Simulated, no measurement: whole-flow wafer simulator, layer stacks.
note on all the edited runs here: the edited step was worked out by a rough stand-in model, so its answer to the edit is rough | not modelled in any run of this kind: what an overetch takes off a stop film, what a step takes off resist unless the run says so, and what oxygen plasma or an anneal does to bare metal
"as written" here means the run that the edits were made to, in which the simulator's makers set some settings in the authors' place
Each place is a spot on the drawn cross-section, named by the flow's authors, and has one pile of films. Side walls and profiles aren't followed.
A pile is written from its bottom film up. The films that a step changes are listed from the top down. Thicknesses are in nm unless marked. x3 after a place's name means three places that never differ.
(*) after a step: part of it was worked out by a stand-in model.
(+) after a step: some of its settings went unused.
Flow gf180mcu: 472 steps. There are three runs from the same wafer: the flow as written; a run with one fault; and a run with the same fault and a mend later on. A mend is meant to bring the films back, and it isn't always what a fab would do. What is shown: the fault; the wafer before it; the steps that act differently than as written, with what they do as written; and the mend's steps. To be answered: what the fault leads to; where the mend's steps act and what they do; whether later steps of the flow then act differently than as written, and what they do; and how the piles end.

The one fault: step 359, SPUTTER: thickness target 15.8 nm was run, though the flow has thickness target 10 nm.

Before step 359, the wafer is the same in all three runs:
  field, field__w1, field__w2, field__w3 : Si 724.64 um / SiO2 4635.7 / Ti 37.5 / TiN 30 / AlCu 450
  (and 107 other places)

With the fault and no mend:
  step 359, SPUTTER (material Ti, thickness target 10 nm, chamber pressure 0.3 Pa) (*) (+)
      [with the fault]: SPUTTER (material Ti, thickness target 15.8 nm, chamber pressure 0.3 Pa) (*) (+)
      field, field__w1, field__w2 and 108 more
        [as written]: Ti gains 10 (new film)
        [with the fault]: Ti gains 15.8 (new film)
  Later steps of the flow acting differently than as written (not shown: 5 more steps that differ only slightly, by at most 2% or 0.5 nm, whichever is larger):
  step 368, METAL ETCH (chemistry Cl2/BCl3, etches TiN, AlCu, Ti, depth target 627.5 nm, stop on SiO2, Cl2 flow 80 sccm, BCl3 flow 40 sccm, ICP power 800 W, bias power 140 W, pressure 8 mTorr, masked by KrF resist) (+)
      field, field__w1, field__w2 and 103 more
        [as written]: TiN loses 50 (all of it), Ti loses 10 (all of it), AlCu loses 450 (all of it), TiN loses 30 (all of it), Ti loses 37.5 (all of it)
        [with the fault]: TiN loses 50 (all of it), Ti loses 15.8 (all of it), AlCu loses 450 (all of it), TiN loses 30 (all of it), Ti loses 37.5 (all of it)
  By the end, the piles at field__w8, contact, m1, m1__w1, m1_nw depart from the flow's by more than 2% or 0.5 nm, whichever is larger.
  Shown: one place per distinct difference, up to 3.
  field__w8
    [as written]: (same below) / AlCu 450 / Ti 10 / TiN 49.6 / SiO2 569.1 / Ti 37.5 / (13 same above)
    [with the fault]: (same below) / AlCu 450 / Ti 15.8 / TiN 49.6 / SiO2 563.3 / Ti 37.5 / (13 same above)
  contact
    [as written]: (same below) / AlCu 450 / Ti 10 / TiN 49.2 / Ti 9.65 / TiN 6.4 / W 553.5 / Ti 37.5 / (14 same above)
    [with the fault]: (same below) / AlCu 450 / Ti 15.8 / TiN 49.2 / Ti 9.69 / TiN 6.43 / W 547.6 / Ti 37.5 / (14 same above)

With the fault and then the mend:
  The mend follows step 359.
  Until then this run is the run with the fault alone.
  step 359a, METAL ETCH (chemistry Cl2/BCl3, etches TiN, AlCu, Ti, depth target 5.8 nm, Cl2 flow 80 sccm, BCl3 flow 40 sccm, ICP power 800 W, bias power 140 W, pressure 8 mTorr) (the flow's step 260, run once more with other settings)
      field, field__w1, field__w2 and 108 more
        Ti loses 5.8
  None of the later steps of the flow acts differently than as written at any place that is followed.
  The piles end the same as the flow's at every place that both follow.
